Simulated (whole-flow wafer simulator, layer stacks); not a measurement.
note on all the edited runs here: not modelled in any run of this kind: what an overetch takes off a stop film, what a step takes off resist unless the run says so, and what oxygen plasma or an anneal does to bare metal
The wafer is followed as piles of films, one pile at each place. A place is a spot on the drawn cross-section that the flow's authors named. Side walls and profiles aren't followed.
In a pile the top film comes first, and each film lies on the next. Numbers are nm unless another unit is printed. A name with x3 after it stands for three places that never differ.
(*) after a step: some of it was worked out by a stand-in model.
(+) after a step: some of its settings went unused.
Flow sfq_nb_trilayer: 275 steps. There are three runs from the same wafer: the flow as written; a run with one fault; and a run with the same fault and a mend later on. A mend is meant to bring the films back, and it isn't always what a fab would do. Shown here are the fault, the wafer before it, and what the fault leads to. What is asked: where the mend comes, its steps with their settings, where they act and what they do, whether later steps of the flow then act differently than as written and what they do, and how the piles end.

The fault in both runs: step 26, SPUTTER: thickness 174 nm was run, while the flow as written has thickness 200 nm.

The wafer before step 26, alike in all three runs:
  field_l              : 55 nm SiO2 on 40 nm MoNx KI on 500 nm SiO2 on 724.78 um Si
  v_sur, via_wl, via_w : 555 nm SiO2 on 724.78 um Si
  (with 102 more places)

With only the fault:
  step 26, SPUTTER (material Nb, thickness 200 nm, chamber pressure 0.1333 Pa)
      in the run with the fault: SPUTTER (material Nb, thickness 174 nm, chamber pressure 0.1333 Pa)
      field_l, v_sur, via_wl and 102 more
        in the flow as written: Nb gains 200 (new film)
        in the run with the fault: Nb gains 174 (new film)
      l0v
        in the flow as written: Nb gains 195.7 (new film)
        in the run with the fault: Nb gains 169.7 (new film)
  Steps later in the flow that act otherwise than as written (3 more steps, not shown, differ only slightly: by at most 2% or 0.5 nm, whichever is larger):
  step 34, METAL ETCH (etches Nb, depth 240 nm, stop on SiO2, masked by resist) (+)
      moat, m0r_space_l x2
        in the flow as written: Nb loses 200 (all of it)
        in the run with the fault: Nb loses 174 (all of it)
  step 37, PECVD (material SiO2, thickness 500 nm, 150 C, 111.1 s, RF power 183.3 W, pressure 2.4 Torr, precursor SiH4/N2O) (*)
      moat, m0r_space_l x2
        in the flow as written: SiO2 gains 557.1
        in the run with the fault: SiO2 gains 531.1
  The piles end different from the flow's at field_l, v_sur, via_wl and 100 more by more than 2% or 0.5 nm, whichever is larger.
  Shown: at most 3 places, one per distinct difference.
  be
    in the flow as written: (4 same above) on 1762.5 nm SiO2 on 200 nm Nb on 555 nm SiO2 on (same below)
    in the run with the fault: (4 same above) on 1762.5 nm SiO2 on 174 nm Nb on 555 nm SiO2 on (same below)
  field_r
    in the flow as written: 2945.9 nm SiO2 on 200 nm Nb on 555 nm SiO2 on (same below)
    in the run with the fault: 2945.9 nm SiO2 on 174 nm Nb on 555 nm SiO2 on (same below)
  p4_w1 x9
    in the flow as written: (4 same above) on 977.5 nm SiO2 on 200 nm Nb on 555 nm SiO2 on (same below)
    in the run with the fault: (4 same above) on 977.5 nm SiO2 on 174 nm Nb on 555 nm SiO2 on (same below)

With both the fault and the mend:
  The mend follows step 32.
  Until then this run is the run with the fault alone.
  step 32a, STRIP (over-ash 65%, gas O2, power 200 W) (*)
      p4_fl x3, p4_w1 x9, p4_g1 x2 and 57 more
        KrF resist loses 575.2 (all of it), anti-reflective coat loses 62 (all of it)
      jj_sur, ce_l, c5j and 6 more
        KrF resist loses 581.9 (all of it), anti-reflective coat loses 63.6 (all of it)
      l0r_line_l, l0r_line_c, l0r_line_r
        KrF resist loses 571.4 (all of it), anti-reflective coat loses 59 (all of it)
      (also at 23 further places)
  step 32b, SPUTTER (material Nb, thickness 26 nm, chamber pressure 0.1333 Pa) (the flow's step 26 again, with other settings)
      field_l, via_wl, via_w and 100 more
        Nb gains 26
      v_sur
        Nb gains 25.1
      lsp_r
        Nb gains 25.6
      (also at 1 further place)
  step 32c, COAT (anti-reflective coat, thickness 62 nm) (*) (the flow's step 27 again)
      p4_fl x3, p4_w1 x9, p4_g1 x2 and 59 more
        anti-reflective coat gains 62 (new film)
      gap, jj_sur, ce_l and 8 more
        anti-reflective coat gains 63.6 (new film)
      via_v, wire, ln_m5, lsp_m, ln_m6
        anti-reflective coat gains 63.8 (new film)
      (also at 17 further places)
  step 32d, COAT (KrF resist, thickness 600 nm) (*) (the flow's step 28 again)
      p4_fl x3, p4_w1 x9, p4_g1 x2 and 59 more
        KrF resist gains 600 (new film)
      jj_sur, ce_l, c5j, res, r_end
        KrF resist gains 606.7 (new film)
      ce_r, sp_r, be_r, r_sur
        KrF resist gains 606.6 (new film)
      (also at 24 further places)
  step 32e, SOFTBAKE (KrF resist) (the flow's step 29 again)
      leaves every film unchanged at each place that is followed
  step 32f, EXPOSE (photomask M0, dose 12.2 mJ/cm2, NA 0.6, wavelength 248 nm) (*) (the flow's step 30 again)
      leaves every film unchanged at each place that is followed
  step 32g, PEB (KrF resist, 90 s) (the flow's step 31 again)
      p4_fl x3, p4_w1 x9, p4_g1 x2 and 62 more
        KrF resist loses 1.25
      v_sur, via_wr, via_sp and 21 more
        KrF resist loses 1.27
      field_l, l0_sur
        KrF resist loses 1.23
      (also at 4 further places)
  step 32h, DEVELOP (KrF resist, thickness 600 nm, 60 s) (the flow's step 32 again)
      field_l, v_sur, via_wl and 100 more
        KrF resist loses 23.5
      m0r_space_l x2
        KrF resist loses 598.7 (all of it)
      moat
        KrF resist loses 605.5 (all of it)
  Every later step of the flow that is run acts as written, at every place that is followed, to within 2% or 0.5 nm, whichever is larger.
  When the end is reached, the piles differ only a little from the flow's at the places that both follow, at most by 2% or 0.5 nm, whichever is larger.
